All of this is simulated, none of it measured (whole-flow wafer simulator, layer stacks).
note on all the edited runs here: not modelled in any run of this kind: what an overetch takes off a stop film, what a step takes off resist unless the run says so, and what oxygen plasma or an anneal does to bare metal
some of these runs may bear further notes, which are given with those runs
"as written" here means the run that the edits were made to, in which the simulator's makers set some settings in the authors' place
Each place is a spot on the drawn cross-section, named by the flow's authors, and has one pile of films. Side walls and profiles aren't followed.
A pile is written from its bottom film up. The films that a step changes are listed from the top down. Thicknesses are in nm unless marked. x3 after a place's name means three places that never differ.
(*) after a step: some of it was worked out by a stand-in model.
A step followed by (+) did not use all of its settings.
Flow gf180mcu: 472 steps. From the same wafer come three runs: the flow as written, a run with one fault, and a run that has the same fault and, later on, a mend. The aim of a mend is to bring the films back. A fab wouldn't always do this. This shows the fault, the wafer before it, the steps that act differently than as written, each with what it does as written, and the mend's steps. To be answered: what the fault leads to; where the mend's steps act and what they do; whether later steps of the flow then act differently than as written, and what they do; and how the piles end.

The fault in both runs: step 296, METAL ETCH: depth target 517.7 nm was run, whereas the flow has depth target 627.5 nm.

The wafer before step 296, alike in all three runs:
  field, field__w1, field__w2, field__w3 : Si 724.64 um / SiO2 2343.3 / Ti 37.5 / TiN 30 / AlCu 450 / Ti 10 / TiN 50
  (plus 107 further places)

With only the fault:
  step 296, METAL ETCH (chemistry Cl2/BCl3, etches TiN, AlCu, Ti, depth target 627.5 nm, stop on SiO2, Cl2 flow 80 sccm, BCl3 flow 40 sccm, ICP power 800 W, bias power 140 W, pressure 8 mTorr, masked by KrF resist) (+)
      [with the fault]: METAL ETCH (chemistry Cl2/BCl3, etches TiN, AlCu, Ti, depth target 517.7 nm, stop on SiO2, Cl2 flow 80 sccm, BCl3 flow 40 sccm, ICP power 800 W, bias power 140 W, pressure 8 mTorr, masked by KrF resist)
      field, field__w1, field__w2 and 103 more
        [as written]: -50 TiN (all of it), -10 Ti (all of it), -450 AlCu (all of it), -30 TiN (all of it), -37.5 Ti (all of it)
        [with the fault]: -50 TiN (all of it), -10 Ti (all of it), -450 AlCu (all of it), -7.7 TiN
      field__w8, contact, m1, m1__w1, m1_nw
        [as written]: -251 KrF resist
        [with the fault]: -207.1 KrF resist
  Steps further on in the flow that do not act as written (1 more step, not shown, differs only slightly: by at most 2% or 0.5 nm, whichever is larger):
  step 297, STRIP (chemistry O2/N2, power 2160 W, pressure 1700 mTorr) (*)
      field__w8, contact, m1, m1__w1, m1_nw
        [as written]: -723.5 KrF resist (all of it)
        [with the fault]: -767.4 KrF resist (all of it)
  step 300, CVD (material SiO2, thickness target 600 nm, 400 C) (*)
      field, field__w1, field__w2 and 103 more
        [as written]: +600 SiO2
        [with the fault]: +600 SiO2 (new film)
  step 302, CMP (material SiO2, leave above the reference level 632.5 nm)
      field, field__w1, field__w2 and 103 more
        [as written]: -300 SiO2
        [with the fault]: -359.4 SiO2
  At field, field__w1, field__w2 and 104 more, the piles at the end differ from the flow's by more than 2% or 0.5 nm, whichever is larger.
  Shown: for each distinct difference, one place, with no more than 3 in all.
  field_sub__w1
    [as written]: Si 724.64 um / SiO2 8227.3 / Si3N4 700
    [with the fault]: Si 724.64 um / SiO2 2343.2 / Ti 37.5 / TiN 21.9 / SiO2 5824.6 / Si3N4 700
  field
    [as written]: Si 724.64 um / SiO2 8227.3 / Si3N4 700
    [with the fault]: Si 724.64 um / SiO2 2343.3 / Ti 37.5 / TiN 21.9 / SiO2 5824.6 / Si3N4 700
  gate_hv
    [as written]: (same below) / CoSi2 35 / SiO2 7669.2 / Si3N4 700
    [with the fault]: (same below) / CoSi2 35 / SiO2 1785.1 / Ti 37.5 / TiN 21.9 / SiO2 5824.6 / Si3N4 700

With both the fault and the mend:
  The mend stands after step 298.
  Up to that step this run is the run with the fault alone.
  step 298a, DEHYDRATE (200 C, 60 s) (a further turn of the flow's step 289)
      does not change any film at any place that is followed
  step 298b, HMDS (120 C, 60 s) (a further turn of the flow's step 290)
      does not change any film at any place that is followed
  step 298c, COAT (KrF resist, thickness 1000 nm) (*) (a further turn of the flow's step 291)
      iso_ptap_pw, iso_ntap_nw, iso_nw_fld and 33 more
        +1000 KrF resist (new film)
      field__w7, field__w11, field__w13 and 9 more
        +1003.4 KrF resist (new film)
      field_sub, field_sub__w1, field_sub__w2 and 6 more
        +1002.9 KrF resist (new film)
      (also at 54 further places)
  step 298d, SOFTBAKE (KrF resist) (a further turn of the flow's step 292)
      does not change any film at any place that is followed
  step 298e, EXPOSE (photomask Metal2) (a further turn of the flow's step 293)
      does not change any film at any place that is followed
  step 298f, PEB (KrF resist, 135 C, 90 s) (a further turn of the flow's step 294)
      field__w1, field__w2, field__w3 and 55 more
        -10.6 KrF resist
      iso_ptap_pw, iso_ntap_nw, iso_nw_fld and 33 more
        -10.5 KrF resist
      gate_hv, sd_p, nw_enc_fld_lv__w3, polyc_n, polyc_n_rim
        -10.7 KrF resist
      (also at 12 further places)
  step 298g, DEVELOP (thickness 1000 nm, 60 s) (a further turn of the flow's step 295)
      iso_ptap_pw, iso_ntap_nw, iso_nw_fld and 33 more
        -989.5 KrF resist (all of it)
      field__w7, field__w11, field__w13 and 9 more
        -992.8 KrF resist (all of it)
      field_sub__w2, field_sub__w3, field_sub__w4 and 7 more
        -992.4 KrF resist (all of it)
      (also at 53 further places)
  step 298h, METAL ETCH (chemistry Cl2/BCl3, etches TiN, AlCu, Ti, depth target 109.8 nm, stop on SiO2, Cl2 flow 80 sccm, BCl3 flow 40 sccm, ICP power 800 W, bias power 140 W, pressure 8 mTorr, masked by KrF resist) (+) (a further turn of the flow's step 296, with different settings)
      field, field__w1, field__w2 and 103 more
        -21.9 TiN (all of it), -37.5 Ti (all of it)
      field__w8, contact, m1, m1__w1, m1_nw
        -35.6 KrF resist
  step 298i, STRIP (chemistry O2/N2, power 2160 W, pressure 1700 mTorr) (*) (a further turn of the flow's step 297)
      field__w8
        -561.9 KrF resist (all of it)
      contact
        -559.8 KrF resist (all of it)
      m1
        -563 KrF resist (all of it)
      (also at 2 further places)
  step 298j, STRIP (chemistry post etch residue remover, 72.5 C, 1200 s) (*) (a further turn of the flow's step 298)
      field__w8, contact, m1, m1__w1, m1_nw
        -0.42 TiN
  None of the later steps of the flow differs from how it acts as written, at any place that is followed, by more than 2% or 0.5 nm, whichever is larger.
  The piles end only slightly different from the flow's at the places that both follow, by no more than 2% or 0.5 nm, whichever is larger.
